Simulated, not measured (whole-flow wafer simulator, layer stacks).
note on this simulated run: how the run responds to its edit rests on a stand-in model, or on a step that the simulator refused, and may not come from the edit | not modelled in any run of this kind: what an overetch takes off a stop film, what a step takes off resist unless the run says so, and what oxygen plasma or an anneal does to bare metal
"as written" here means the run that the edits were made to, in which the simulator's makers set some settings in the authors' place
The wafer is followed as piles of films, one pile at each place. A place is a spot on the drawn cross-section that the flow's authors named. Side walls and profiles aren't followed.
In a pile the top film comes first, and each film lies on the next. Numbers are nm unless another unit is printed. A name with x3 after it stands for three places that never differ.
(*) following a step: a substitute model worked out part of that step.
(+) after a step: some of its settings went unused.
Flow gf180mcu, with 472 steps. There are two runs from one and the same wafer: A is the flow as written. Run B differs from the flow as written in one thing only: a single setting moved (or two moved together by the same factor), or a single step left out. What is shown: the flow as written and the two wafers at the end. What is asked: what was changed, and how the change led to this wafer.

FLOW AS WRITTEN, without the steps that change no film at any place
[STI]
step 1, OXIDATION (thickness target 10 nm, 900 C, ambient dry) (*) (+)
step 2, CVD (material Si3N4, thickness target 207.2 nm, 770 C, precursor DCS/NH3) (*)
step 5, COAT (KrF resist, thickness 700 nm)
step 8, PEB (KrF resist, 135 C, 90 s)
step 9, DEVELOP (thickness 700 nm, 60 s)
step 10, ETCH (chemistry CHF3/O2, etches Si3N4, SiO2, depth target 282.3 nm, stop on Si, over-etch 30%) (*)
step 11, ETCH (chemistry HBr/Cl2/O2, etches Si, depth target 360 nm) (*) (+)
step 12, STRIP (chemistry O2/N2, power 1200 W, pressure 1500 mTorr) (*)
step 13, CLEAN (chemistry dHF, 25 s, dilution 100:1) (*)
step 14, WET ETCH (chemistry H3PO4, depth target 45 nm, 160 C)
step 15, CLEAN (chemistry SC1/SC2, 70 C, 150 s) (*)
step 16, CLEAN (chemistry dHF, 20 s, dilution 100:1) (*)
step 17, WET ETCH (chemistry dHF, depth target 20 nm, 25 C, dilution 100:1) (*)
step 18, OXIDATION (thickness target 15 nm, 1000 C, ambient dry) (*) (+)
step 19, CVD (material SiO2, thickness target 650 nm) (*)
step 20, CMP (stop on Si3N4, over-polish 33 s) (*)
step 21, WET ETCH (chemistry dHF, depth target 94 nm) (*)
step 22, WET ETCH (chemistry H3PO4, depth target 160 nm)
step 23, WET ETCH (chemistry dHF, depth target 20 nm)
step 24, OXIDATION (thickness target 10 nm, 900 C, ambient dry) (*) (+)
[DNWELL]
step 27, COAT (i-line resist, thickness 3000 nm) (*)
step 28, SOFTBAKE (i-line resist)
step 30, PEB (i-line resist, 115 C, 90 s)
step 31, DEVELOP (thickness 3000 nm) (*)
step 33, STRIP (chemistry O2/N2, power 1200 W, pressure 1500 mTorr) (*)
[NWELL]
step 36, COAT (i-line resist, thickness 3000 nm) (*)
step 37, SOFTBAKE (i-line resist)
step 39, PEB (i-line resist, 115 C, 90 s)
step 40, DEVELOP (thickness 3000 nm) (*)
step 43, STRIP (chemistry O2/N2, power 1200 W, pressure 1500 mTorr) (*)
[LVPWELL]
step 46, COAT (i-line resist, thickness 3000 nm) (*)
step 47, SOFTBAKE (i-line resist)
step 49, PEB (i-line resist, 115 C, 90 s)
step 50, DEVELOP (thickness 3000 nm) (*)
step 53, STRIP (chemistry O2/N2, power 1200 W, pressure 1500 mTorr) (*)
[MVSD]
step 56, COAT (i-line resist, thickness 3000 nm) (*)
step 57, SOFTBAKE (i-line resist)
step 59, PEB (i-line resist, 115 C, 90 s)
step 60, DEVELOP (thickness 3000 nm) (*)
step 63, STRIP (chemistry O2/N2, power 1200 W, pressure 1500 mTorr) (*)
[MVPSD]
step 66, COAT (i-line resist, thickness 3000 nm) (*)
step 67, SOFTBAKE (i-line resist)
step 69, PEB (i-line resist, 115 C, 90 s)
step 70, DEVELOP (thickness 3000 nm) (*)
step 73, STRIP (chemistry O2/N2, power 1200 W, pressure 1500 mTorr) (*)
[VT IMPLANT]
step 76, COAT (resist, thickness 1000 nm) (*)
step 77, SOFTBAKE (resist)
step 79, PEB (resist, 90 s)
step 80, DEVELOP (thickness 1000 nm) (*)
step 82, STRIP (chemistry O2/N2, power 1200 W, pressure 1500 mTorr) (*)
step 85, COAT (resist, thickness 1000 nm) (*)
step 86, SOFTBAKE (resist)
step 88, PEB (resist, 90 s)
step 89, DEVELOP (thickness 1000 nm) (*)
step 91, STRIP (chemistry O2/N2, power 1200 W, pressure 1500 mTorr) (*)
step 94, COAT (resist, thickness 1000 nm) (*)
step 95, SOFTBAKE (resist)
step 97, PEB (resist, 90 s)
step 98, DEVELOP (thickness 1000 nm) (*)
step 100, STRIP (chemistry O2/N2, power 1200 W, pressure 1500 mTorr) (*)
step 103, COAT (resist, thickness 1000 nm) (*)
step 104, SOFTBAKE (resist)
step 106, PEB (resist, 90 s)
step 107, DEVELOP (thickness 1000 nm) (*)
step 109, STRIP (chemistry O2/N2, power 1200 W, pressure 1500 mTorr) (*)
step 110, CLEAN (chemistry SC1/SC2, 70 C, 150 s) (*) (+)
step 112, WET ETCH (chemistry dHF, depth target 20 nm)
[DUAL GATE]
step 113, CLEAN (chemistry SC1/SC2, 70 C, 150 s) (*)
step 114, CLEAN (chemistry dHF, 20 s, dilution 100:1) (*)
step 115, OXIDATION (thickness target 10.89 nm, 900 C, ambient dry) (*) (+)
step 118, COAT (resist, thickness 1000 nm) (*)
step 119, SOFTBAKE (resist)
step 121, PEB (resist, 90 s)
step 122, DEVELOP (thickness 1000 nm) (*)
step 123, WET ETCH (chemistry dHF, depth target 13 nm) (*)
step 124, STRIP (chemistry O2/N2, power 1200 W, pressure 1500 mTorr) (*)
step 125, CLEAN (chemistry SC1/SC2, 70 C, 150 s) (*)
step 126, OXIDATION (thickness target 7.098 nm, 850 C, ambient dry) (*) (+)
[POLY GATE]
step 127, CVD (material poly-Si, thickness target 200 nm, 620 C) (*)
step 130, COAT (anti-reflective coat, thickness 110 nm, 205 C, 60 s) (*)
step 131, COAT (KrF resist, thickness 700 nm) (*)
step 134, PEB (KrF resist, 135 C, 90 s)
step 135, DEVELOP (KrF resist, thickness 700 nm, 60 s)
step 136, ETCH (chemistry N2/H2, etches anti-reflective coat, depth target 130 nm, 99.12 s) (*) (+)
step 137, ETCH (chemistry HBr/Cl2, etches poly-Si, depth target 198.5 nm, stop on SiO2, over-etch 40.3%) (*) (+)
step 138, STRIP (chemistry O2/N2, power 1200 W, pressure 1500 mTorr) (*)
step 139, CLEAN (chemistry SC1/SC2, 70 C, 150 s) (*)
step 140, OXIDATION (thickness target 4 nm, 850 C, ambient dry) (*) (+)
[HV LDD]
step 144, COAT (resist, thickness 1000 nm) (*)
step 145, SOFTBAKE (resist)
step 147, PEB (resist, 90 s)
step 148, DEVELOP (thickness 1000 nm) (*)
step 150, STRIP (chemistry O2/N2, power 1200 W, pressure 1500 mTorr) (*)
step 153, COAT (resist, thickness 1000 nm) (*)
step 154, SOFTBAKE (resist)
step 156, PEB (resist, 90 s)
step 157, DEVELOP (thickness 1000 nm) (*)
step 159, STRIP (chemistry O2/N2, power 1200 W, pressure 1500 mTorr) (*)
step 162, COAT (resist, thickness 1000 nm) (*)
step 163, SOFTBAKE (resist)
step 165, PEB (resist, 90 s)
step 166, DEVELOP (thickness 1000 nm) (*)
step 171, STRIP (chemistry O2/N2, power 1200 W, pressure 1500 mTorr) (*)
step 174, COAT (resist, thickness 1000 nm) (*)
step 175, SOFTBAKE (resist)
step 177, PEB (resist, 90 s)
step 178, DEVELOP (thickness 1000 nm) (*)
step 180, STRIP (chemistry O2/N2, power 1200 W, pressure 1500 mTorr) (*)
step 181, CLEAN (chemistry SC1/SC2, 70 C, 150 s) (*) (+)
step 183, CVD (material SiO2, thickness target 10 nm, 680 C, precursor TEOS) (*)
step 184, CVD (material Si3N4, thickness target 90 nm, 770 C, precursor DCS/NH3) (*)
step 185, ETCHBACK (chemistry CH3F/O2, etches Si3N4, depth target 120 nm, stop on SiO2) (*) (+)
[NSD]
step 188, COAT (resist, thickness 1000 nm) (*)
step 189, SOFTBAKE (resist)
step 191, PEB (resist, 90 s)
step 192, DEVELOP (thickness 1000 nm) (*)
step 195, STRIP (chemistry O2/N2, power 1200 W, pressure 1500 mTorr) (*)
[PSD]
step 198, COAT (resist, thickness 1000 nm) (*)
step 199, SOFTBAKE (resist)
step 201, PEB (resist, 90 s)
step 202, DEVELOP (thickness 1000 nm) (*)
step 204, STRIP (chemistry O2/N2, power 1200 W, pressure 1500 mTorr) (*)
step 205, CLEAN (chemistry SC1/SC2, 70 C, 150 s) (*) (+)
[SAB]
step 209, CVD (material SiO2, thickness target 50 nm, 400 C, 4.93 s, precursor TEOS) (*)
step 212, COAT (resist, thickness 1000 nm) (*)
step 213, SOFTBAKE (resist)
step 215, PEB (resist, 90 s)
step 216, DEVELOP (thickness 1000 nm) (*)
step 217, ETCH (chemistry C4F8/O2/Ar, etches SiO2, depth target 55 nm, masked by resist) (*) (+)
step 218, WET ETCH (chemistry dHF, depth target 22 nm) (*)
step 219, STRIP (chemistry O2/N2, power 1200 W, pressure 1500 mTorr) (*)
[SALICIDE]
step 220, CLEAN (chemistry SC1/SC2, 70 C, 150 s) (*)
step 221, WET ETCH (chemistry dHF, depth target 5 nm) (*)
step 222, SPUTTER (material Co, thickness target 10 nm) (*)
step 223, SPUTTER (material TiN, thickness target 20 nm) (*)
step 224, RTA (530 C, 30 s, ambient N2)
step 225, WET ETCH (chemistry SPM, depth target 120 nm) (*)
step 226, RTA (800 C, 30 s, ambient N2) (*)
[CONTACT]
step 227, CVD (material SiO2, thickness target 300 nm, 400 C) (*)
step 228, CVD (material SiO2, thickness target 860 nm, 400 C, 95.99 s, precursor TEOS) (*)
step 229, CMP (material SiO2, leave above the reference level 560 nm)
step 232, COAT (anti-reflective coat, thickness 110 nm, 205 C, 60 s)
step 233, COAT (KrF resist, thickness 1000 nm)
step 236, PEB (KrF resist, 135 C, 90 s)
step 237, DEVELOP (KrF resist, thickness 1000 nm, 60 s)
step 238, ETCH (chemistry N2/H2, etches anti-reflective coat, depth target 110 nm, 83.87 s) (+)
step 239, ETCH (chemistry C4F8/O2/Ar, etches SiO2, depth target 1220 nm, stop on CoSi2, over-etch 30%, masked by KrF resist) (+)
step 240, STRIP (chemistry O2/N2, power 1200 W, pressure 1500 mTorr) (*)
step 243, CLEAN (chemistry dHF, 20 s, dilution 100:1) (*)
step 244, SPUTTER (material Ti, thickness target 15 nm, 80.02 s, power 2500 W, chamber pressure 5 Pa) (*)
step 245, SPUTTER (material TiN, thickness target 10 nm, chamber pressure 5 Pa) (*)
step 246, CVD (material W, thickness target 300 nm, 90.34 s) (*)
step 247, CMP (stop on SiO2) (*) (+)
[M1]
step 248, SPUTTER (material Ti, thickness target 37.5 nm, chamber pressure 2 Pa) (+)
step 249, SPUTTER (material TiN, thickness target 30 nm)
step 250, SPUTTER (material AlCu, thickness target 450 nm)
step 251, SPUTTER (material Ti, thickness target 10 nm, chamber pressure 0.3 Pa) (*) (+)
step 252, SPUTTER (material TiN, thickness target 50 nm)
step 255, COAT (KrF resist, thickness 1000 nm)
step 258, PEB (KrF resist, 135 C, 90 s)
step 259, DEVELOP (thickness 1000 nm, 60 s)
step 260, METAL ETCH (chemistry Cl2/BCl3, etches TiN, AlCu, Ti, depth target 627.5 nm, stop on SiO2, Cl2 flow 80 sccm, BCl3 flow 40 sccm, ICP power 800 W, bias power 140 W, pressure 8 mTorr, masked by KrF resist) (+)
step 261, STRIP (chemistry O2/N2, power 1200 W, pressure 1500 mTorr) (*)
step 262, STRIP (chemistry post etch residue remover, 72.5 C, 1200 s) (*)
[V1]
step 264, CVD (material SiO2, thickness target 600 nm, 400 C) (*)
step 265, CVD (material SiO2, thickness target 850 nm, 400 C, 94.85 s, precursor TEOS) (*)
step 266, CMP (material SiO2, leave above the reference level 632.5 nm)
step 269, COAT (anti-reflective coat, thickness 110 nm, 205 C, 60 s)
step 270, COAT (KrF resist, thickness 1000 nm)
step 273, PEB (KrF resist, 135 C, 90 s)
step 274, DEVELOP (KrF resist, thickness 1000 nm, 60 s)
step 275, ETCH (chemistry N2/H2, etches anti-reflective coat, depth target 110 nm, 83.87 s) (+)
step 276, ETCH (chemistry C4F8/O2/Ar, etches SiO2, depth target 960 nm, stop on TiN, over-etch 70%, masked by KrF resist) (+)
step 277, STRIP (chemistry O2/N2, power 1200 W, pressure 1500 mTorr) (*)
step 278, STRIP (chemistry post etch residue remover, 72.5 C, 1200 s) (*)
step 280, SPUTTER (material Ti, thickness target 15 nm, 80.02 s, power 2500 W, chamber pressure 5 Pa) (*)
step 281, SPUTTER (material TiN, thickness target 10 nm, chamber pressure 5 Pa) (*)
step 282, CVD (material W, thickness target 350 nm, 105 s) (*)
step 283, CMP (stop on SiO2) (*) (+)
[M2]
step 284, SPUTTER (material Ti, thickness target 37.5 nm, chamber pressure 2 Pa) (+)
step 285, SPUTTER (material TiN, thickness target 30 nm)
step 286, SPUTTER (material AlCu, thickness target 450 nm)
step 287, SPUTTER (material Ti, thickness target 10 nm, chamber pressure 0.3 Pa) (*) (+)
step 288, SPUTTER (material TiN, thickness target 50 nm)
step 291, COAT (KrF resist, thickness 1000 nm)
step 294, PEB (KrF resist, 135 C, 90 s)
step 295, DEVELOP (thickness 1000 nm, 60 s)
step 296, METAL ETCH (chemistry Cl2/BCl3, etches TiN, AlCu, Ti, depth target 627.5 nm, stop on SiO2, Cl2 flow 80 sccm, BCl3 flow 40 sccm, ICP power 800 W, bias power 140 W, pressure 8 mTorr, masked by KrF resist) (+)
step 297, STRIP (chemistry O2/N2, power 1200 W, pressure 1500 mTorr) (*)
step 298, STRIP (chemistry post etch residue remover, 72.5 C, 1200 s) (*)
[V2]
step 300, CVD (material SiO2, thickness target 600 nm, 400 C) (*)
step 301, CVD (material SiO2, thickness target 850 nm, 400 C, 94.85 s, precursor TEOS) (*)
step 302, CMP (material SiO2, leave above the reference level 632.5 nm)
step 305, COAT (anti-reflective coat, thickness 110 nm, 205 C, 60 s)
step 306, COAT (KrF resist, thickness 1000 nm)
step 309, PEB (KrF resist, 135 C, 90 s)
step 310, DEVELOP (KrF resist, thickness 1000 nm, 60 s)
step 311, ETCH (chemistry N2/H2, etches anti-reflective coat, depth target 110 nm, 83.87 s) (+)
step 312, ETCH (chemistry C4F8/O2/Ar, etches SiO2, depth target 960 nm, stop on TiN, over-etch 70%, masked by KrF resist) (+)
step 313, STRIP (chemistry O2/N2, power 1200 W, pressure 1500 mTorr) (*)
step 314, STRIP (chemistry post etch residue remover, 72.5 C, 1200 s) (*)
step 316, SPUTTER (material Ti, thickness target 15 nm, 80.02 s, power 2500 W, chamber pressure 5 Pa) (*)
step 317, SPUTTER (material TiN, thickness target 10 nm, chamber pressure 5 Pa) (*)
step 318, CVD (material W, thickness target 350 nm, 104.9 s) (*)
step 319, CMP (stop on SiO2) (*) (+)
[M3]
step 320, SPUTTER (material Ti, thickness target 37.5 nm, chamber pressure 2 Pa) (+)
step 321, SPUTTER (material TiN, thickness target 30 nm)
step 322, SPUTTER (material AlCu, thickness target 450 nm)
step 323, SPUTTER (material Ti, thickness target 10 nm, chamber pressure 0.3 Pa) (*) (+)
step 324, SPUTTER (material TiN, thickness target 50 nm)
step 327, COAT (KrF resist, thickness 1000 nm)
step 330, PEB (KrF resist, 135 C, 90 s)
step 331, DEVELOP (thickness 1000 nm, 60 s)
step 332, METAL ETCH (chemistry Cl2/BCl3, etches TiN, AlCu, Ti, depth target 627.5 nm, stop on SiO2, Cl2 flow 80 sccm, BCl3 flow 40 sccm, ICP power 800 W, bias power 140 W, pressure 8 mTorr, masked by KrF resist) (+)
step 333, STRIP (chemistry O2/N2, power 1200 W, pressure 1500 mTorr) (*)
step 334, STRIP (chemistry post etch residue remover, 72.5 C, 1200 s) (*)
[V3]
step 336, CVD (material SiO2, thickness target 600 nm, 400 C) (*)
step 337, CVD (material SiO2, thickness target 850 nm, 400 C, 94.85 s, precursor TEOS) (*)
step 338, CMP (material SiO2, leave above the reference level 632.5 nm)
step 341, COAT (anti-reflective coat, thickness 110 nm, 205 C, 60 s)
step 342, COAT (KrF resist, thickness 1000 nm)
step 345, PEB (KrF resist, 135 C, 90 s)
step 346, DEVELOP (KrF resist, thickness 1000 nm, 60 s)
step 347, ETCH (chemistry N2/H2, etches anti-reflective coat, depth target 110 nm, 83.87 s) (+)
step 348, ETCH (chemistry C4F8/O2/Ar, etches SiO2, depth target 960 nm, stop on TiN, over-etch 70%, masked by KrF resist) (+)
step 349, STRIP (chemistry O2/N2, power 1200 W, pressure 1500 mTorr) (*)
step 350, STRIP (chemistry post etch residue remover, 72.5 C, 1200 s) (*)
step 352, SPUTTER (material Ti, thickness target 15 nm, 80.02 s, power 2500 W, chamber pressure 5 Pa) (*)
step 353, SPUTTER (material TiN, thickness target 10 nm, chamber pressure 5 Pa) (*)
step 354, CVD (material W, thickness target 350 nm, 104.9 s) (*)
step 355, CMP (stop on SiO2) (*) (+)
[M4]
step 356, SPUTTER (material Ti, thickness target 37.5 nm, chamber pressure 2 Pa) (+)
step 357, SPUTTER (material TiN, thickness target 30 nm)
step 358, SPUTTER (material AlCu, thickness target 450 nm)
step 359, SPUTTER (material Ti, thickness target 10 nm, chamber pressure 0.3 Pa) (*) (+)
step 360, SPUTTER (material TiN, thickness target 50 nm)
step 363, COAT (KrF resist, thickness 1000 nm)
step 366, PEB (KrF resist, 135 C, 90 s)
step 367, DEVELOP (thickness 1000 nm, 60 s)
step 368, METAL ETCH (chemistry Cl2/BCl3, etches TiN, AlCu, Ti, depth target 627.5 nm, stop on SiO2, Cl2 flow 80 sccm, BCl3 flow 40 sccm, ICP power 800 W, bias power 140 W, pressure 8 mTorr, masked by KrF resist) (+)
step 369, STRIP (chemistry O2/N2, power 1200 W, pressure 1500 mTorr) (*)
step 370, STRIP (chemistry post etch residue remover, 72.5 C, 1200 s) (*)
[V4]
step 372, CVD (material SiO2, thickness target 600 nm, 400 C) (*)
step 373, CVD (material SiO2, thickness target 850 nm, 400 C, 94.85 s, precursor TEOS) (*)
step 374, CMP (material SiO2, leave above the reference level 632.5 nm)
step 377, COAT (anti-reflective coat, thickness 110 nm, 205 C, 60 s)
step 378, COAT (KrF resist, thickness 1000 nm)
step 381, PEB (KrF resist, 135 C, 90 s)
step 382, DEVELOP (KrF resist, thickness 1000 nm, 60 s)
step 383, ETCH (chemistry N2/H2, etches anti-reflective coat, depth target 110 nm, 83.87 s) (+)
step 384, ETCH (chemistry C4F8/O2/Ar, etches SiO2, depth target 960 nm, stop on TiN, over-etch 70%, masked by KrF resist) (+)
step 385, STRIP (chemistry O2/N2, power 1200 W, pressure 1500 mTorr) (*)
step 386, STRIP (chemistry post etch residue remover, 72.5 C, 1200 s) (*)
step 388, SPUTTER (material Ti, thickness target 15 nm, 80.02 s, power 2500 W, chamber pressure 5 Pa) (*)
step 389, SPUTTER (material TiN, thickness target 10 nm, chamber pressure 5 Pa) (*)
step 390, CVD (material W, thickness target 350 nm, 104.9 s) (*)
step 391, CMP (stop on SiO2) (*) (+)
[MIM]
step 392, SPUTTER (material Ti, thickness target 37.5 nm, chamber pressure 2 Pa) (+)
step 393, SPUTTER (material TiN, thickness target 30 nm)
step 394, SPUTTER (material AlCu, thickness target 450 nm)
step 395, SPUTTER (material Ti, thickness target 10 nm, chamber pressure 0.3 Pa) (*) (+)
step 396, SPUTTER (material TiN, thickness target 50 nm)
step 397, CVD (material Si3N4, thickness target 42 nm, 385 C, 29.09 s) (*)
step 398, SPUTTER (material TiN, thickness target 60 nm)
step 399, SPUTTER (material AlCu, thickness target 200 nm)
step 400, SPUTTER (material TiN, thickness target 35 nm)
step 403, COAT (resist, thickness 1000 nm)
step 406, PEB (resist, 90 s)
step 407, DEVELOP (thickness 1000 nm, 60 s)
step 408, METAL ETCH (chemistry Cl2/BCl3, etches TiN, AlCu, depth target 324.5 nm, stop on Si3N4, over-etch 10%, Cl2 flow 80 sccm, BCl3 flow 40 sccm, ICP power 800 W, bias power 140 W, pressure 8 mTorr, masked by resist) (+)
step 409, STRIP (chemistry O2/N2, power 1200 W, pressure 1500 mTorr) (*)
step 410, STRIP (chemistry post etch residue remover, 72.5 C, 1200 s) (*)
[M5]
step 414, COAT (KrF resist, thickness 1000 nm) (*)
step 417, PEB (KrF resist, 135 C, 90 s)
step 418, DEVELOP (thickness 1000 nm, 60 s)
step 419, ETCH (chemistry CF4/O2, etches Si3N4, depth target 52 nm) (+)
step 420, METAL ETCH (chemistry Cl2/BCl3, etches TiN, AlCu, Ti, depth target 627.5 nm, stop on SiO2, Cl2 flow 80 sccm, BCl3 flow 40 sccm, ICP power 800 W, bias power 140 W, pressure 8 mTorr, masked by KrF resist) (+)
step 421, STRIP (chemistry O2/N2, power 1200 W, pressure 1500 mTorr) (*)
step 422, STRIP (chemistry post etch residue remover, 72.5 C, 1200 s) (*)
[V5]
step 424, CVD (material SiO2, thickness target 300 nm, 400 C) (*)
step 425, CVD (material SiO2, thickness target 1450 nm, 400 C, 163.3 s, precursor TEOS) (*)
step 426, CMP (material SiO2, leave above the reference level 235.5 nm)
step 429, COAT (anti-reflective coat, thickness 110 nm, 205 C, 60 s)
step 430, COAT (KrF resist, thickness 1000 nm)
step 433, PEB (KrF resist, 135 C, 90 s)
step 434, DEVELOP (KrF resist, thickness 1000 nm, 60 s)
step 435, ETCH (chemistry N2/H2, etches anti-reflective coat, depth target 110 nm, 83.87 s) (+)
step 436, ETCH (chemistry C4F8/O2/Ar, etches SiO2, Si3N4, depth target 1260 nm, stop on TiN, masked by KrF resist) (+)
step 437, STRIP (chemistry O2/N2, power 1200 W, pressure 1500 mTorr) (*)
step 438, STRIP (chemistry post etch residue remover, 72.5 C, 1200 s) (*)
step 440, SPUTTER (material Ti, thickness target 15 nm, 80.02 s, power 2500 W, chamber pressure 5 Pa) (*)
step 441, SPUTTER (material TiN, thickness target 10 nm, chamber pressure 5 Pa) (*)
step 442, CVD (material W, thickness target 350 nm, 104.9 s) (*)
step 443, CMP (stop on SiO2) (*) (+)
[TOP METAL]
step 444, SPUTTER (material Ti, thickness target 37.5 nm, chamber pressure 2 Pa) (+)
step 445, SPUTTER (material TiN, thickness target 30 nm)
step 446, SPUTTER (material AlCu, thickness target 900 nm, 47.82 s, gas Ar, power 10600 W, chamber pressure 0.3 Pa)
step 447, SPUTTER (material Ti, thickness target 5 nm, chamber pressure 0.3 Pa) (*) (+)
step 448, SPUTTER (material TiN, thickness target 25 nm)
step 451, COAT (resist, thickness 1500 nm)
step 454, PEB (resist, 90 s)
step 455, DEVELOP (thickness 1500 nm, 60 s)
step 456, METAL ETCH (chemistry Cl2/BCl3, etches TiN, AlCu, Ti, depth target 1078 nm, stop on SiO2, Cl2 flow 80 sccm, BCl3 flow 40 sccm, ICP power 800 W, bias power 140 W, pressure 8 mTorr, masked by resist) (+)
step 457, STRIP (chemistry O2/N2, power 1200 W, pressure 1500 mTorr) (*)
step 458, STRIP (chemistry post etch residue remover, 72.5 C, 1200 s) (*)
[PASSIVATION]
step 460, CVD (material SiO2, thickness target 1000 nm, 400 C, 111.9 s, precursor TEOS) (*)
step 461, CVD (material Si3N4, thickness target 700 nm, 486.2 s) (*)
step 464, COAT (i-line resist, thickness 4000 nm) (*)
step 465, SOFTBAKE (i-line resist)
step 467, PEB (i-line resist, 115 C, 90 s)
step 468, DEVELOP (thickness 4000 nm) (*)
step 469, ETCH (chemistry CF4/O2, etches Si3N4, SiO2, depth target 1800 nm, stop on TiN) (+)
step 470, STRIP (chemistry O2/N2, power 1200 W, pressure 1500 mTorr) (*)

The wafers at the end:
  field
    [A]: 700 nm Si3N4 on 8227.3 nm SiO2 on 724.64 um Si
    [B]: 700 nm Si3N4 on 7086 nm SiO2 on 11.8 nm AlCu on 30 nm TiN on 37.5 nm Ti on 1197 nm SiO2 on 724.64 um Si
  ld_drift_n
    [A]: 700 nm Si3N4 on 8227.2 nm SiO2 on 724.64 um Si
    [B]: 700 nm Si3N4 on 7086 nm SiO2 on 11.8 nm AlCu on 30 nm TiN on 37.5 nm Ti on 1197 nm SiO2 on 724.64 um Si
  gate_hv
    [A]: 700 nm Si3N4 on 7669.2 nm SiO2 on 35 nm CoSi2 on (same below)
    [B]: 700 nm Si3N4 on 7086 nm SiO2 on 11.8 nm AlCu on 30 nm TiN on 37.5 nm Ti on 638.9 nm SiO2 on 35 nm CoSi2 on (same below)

The reason: step 250, SPUTTER: thickness target 585 nm was run, whereas the flow has thickness target 450 nm.

Step by step, how the change led to this:
  step 250, SPUTTER (material AlCu, thickness target 450 nm)
      field, field__w1, field__w2 and 108 more: A +450 AlCu (new film) | B +585 AlCu (new film)
  step 260, METAL ETCH (chemistry Cl2/BCl3, etches TiN, AlCu, Ti, depth target 627.5 nm, stop on SiO2, Cl2 flow 80 sccm, BCl3 flow 40 sccm, ICP power 800 W, bias power 140 W, pressure 8 mTorr, masked by KrF resist) (+)
      field, field__w1, field__w2 and 99 more: A -50 TiN (all of it), -10 Ti (all of it), -450 AlCu (all of it), -30 TiN (all of it), -37.5 Ti (all of it) | B -50 TiN (all of it), -10 Ti (all of it), -567.5 AlCu
  step 262, STRIP (chemistry post etch residue remover, 72.5 C, 1200 s) (*)
      field, field__w1, field__w2 and 99 more: A nothing | B -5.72 AlCu
  step 264, CVD (material SiO2, thickness target 600 nm, 400 C) (*)
      field, field__w1, field__w2 and 99 more: A +600 SiO2 | B +600 SiO2 (new film)
  step 266, CMP (material SiO2, leave above the reference level 632.5 nm)
      field, field__w1, field__w2 and 99 more: A -300 SiO2 | B -244.3 SiO2
If metal films that touch count as one body, field has 1 body; the flow as written gives 0 bodies.
If metal films that touch count as one body, ld_drift_n has 1 body; the flow as written gives 0 bodies.
If metal films that touch count as one body, gate_hv has 2 bodies (between them, from the top down: SiO2 638.9); the flow as written gives 1 body.
